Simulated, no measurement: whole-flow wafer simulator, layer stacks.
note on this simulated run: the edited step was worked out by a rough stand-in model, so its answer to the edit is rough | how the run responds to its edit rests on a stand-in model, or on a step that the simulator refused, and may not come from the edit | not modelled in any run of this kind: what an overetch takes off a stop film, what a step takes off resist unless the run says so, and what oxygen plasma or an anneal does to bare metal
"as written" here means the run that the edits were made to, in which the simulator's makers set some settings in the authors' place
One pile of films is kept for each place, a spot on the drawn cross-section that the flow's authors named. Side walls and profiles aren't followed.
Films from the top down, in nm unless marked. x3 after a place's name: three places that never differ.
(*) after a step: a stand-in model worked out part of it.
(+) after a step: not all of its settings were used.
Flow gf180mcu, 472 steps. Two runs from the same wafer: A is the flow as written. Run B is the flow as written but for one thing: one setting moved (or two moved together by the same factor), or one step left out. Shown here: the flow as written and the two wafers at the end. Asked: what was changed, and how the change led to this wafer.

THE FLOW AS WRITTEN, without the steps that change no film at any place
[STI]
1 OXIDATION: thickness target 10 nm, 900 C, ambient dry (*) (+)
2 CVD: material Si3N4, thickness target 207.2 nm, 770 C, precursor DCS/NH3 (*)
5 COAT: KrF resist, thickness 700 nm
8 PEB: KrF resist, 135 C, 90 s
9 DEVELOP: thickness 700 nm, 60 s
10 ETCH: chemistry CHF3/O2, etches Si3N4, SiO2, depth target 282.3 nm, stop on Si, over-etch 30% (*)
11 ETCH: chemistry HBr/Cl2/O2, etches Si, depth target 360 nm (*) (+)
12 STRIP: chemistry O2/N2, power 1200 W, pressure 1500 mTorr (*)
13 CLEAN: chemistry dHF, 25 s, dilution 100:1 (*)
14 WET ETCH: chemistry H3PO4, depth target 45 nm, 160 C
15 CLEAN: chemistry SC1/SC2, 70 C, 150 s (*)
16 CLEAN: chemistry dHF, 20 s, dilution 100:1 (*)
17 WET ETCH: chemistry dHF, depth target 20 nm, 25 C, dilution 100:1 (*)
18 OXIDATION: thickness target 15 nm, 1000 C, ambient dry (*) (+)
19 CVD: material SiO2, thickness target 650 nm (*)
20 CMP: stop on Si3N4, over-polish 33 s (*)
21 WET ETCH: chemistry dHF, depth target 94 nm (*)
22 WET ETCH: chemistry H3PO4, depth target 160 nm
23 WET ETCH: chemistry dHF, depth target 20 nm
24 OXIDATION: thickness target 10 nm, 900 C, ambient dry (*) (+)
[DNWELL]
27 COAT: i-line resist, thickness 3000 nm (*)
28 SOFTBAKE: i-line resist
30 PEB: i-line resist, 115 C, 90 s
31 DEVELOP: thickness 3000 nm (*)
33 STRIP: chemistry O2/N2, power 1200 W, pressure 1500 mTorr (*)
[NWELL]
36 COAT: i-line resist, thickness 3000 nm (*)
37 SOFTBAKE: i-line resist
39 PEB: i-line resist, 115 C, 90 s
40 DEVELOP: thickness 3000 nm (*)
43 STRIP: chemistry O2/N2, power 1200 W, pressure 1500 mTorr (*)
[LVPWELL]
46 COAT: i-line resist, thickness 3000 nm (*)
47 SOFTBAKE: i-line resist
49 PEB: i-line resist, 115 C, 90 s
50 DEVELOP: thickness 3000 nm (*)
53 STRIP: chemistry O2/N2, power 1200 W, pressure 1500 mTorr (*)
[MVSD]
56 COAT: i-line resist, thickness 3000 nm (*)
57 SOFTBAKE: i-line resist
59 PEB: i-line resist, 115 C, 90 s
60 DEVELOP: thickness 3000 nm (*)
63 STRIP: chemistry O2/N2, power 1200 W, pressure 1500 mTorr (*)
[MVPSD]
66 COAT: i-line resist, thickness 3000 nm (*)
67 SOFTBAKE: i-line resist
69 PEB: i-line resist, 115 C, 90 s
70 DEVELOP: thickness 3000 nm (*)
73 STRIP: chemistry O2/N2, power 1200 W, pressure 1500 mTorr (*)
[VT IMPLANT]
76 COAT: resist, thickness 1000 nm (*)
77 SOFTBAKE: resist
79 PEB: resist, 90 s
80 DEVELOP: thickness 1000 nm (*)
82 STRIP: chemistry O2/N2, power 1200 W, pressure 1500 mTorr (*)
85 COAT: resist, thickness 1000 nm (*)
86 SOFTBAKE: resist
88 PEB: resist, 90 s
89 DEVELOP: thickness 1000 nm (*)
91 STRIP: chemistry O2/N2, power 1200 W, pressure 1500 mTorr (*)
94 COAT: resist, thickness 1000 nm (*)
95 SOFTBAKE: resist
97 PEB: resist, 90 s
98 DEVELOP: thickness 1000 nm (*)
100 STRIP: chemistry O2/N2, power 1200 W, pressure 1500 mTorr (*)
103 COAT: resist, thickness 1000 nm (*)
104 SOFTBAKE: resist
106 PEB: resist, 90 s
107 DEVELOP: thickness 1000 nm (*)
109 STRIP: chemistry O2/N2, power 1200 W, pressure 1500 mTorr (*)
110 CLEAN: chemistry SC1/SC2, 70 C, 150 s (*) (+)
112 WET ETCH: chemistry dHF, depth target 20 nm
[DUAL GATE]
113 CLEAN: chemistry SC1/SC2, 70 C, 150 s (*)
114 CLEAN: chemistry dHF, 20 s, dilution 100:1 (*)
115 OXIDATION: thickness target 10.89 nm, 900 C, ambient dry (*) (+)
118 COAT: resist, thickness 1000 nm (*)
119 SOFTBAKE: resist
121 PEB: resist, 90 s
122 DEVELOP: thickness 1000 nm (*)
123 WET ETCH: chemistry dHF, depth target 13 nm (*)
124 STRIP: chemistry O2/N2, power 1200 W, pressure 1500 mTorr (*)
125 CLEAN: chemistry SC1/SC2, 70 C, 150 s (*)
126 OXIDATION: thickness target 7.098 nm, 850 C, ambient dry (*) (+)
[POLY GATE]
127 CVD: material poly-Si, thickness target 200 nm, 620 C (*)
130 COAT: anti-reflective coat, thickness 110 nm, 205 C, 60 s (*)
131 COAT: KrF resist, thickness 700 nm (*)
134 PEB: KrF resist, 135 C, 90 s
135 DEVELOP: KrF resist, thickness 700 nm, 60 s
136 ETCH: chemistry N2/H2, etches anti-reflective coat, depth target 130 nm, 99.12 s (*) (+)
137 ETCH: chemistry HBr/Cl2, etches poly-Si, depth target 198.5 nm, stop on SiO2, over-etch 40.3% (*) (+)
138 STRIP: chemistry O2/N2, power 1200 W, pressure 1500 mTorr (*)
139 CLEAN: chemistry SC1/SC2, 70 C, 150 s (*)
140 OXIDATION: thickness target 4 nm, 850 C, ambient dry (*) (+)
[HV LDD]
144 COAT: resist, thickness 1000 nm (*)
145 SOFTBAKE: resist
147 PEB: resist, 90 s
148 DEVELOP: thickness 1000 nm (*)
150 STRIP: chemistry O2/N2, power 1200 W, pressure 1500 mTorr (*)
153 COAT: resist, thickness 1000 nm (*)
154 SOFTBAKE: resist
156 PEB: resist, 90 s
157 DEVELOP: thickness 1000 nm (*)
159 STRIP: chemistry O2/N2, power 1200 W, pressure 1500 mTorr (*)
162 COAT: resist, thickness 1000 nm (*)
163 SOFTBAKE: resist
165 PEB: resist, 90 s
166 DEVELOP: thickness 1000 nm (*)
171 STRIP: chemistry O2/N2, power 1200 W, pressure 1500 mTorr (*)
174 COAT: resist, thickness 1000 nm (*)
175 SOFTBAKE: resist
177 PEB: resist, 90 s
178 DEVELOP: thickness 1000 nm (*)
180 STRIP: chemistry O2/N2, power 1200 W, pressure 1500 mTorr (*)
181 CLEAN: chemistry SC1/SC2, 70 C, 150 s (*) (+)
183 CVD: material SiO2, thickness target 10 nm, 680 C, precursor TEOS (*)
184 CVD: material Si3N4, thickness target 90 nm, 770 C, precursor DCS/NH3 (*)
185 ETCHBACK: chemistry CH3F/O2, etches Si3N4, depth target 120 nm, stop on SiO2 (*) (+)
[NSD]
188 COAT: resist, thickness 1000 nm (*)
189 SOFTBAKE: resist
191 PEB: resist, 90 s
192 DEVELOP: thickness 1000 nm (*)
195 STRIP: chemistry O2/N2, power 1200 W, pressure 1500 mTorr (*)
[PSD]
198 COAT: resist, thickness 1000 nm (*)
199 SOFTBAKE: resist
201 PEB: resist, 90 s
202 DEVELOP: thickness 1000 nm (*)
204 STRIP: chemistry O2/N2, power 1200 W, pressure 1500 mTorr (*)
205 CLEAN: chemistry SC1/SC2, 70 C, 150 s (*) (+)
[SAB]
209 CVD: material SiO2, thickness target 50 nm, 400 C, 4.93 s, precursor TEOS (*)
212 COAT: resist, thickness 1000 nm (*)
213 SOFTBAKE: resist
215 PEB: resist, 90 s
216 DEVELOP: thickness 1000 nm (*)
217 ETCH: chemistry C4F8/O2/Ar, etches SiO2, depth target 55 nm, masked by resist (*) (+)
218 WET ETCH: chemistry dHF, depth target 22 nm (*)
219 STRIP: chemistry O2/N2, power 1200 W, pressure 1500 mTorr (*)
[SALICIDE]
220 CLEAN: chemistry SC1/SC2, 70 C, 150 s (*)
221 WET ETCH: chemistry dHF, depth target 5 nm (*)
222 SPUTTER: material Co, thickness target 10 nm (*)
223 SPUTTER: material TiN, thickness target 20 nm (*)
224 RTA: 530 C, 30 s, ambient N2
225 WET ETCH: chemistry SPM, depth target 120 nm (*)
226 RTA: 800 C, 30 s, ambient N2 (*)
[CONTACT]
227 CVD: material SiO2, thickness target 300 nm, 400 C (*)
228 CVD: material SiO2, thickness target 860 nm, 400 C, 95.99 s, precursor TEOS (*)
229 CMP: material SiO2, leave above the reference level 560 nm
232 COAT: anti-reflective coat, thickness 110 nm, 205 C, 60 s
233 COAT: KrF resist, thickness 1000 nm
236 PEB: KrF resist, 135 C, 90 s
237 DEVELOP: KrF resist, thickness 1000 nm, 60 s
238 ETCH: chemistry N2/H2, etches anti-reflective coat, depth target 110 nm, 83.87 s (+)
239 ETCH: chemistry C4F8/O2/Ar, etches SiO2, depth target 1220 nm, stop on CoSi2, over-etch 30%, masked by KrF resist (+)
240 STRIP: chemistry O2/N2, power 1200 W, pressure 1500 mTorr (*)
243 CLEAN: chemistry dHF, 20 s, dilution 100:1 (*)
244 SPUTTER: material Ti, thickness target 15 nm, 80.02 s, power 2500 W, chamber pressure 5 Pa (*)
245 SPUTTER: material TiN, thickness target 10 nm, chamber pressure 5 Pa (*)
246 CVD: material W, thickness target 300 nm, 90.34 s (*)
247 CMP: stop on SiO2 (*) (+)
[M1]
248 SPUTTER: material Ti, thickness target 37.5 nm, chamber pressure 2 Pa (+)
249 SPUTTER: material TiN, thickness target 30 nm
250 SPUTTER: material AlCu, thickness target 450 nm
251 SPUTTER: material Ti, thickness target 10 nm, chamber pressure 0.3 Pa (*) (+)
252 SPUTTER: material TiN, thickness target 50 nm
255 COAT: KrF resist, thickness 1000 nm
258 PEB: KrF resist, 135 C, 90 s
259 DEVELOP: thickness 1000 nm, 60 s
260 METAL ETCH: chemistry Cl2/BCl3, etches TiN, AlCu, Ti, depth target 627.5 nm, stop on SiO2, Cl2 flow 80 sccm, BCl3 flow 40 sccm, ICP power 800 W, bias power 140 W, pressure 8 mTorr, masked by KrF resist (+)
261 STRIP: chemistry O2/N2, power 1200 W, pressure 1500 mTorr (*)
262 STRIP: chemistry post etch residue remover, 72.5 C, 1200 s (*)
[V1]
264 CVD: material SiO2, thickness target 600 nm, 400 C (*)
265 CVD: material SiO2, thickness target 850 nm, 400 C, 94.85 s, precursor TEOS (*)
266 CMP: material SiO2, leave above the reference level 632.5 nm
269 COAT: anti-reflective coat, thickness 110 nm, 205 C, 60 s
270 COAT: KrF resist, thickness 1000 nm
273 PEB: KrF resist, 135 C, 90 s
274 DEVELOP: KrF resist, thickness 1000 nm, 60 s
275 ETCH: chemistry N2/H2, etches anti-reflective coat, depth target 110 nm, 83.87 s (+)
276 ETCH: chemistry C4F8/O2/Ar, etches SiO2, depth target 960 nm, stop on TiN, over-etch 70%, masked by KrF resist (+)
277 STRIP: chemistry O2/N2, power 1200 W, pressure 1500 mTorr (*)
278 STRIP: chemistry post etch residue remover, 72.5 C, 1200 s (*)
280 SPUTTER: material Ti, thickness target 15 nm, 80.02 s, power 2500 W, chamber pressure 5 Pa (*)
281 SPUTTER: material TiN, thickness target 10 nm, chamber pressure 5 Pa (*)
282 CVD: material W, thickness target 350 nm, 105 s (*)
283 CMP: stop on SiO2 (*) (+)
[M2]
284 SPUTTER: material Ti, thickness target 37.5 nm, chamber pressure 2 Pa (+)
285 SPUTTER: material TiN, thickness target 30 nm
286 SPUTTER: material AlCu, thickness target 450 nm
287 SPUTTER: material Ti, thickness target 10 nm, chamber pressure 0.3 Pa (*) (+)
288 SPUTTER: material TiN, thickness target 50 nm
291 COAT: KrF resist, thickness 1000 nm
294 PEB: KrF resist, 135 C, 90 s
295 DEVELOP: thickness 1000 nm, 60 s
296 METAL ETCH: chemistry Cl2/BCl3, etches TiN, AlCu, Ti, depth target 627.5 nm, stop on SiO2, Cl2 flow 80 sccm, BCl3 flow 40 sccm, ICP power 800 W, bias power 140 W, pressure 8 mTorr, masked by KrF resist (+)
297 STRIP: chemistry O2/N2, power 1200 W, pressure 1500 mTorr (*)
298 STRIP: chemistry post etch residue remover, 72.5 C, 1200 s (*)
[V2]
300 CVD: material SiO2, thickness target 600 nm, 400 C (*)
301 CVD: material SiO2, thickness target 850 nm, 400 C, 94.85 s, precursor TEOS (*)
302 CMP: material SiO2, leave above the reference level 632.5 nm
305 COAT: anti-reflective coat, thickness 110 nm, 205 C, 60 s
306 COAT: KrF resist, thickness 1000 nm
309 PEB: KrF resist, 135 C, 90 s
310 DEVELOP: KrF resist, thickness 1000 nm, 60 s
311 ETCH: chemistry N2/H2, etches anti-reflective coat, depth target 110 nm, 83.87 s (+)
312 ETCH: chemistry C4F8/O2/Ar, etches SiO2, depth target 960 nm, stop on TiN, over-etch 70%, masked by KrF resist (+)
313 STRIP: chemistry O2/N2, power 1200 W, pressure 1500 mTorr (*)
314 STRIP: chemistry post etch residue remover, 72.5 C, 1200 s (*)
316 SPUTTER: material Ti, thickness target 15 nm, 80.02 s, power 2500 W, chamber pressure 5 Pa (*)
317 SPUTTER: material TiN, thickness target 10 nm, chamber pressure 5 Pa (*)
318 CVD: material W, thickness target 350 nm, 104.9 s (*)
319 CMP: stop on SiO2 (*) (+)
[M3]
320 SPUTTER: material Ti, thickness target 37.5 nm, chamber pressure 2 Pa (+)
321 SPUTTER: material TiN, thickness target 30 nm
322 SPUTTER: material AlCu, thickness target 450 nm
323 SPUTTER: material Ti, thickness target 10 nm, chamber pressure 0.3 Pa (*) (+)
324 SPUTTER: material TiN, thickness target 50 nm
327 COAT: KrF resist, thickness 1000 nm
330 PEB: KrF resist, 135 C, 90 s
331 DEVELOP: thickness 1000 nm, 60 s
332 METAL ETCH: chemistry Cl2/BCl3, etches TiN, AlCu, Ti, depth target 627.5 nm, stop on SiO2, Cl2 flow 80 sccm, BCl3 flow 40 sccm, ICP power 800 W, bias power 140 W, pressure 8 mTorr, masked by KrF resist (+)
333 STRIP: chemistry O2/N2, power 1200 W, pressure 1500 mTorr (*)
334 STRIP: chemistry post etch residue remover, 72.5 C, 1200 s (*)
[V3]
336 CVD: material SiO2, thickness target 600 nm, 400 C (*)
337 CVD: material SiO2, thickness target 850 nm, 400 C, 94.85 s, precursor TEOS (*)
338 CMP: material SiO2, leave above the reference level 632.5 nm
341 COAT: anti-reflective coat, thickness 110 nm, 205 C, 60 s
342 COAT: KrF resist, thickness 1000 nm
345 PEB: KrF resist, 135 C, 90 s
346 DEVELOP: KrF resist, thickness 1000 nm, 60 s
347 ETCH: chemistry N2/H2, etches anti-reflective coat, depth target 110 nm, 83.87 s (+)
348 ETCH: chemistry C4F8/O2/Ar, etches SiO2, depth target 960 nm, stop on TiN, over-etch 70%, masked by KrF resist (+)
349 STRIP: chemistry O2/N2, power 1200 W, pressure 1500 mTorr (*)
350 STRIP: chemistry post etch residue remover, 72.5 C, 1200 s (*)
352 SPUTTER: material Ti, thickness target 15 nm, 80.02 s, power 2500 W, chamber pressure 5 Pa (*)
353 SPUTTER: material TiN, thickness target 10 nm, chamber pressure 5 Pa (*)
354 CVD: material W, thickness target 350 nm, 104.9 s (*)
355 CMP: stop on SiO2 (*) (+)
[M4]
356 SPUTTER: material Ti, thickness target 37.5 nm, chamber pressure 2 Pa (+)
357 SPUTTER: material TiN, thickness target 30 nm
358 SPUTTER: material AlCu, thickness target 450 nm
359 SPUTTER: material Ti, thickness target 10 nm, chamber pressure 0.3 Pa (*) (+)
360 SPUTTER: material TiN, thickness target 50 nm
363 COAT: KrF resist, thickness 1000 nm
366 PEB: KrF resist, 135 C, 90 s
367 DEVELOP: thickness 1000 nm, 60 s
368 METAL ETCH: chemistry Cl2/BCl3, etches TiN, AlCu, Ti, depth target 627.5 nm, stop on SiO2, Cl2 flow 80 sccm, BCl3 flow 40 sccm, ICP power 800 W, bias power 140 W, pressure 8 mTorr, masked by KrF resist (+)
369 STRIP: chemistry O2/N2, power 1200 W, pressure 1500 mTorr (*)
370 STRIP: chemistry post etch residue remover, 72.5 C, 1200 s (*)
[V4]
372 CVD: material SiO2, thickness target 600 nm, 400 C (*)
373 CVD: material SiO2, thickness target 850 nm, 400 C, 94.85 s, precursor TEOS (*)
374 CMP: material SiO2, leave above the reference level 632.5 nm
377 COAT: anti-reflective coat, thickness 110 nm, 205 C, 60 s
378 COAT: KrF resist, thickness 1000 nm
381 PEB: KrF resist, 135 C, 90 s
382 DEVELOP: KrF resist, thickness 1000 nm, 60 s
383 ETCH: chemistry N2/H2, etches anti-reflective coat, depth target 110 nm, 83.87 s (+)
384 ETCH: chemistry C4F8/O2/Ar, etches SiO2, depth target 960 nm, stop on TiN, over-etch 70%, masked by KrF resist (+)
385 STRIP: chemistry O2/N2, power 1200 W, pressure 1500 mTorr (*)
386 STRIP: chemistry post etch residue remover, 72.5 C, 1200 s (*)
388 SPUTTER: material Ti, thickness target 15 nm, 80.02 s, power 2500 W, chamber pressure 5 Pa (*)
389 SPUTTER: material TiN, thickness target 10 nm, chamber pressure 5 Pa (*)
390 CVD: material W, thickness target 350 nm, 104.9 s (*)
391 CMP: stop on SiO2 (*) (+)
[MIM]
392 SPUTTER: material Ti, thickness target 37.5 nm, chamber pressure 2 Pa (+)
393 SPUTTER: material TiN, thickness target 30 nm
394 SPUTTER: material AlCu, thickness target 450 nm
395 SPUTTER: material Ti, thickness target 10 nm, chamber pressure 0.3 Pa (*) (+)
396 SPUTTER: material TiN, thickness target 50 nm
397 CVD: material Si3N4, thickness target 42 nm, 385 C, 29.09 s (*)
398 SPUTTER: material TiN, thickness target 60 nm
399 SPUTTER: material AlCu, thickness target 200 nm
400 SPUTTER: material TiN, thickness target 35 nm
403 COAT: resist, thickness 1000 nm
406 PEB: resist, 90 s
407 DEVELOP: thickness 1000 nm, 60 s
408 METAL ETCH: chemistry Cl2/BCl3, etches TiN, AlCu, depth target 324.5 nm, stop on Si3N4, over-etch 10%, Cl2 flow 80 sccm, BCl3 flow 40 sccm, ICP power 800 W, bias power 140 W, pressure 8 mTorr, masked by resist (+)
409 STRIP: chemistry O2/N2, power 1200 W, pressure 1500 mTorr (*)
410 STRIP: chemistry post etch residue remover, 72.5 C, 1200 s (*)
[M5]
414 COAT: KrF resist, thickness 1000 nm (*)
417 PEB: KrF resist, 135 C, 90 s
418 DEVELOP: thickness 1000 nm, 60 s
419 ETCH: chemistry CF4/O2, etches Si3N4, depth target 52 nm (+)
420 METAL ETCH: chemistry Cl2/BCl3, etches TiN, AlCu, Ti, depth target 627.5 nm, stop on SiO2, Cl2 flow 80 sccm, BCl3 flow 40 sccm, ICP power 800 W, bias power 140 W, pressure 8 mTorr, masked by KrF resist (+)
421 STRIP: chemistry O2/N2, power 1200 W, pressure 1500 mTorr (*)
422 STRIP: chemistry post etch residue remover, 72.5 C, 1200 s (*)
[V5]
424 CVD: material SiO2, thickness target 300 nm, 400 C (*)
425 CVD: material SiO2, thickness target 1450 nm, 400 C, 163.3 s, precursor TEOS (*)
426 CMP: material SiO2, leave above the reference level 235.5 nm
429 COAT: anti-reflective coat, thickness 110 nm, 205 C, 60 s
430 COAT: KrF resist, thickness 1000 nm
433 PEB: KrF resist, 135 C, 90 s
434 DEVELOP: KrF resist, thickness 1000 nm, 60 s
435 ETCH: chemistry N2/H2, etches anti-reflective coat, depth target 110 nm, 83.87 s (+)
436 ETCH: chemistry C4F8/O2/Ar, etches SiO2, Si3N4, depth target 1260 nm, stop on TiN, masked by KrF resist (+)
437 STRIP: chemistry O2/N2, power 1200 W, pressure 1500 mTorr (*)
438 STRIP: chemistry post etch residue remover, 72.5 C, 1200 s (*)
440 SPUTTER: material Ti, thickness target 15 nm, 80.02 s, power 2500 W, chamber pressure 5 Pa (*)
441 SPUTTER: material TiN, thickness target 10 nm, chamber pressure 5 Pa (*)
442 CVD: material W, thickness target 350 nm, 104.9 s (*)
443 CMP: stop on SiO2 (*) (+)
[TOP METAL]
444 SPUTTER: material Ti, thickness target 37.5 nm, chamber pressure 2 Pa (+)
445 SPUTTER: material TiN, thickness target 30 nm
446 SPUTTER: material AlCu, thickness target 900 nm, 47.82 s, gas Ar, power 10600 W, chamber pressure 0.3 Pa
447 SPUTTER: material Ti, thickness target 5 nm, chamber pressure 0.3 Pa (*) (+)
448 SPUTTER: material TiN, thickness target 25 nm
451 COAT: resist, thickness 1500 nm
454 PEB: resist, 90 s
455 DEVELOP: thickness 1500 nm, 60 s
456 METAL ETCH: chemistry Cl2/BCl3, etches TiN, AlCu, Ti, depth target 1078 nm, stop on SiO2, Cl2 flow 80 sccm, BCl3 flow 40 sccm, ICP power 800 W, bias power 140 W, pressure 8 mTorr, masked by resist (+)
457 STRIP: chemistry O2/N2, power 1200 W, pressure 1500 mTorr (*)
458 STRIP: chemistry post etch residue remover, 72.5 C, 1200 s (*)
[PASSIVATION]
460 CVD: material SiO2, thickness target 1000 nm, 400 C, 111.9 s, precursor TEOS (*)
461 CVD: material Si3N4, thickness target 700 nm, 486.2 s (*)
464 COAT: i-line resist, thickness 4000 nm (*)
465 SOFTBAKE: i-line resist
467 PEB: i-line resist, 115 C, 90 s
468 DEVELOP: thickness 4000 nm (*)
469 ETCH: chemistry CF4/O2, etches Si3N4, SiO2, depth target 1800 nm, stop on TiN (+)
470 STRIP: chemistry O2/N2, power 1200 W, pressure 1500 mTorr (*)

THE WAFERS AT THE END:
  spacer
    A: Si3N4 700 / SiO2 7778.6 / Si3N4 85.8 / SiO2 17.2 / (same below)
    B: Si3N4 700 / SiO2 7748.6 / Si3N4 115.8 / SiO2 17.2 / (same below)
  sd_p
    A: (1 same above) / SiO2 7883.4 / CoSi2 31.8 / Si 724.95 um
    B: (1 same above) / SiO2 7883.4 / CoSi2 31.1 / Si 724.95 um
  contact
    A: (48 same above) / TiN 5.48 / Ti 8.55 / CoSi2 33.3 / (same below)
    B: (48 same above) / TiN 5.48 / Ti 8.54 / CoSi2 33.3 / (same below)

The cause: step 184, CVD: thickness target 120 nm was run, where the flow has thickness target 90 nm.

How the change led to this, step by step:
  184 CVD: material Si3N4, thickness target 90 nm, 770 C, precursor DCS/NH3 (*)
      field, field__w1, field__w2 and 101 more: A Si3N4 +90 (new film) | B Si3N4 +120 (new film)
  185 ETCHBACK: chemistry CH3F/O2, etches Si3N4, depth target 120 nm, stop on SiO2 (*) (+)
      field, field__w1, field__w2 and 100 more: A Si3N4 -90 (all of it), SiO2 -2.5 | B Si3N4 -120 (all of it)
  188 COAT: resist, thickness 1000 nm (*)
      spacer: A resist +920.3 (new film) | B resist +893.1 (new film)
  189 SOFTBAKE: resist
      field__w9: A resist +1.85 | B resist -1.02
      nw_enc_fld_lv: A resist +0.58 | B resist +1.7
  191 PEB: resist, 90 s
      spacer: A resist -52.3 | B resist -50.7
  192 DEVELOP: thickness 1000 nm (*)
      spacer: A resist -868 (all of it) | B resist -842.4 (all of it)
  198 COAT: resist, thickness 1000 nm (*)
      spacer: A resist +920.3 (new film) | B resist +893.1 (new film)
  199 SOFTBAKE: resist
      field__w9: A resist +1.85 | B resist -1.02
      nw_enc_fld_lv: A resist +0.58 | B resist +1.7
  201 PEB: resist, 90 s
      spacer: A resist -52.3 | B resist -50.7
  204 STRIP: chemistry O2/N2, power 1200 W, pressure 1500 mTorr (*)
      spacer: A resist -868 (all of it) | B resist -842.4 (all of it)
  209 CVD: material SiO2, thickness target 50 nm, 400 C, 4.93 s, precursor TEOS (*)
      ld_drift_p: A SiO2 +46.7 | B SiO2 +43.6
      ld_drn_p: A SiO2 +46 | B SiO2 +42.9
  212 COAT: resist, thickness 1000 nm (*)
      spacer: A resist +919.2 (new film) | B resist +891.7 (new film)
  213 SOFTBAKE: resist
      field_sub__w2: A resist +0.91 | B resist +2.77
  215 PEB: resist, 90 s
      spacer: A resist -52.3 | B resist -50.6
  216 DEVELOP: thickness 1000 nm (*)
      spacer: A resist -866.9 (all of it) | B resist -841.1 (all of it)
  218 WET ETCH: chemistry dHF, depth target 22 nm (*)
      gate, gate_hv, gate_p and 23 more: A SiO2 -5.48 (all of it) | B SiO2 -7.98 (all of it)
      active, p_well, sd_n, iso_ptap_pw, iso_ntap_nw, iso_ptap_sub, vpnp_e: A SiO2 -9.01 (all of it) | B SiO2 -11.5 (all of it)
      (and at 16 more places)
  ... 5 more steps ...
  229 CMP: material SiO2, leave above the reference level 560 nm
      spacer: A SiO2 -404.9 | B SiO2 -434.9
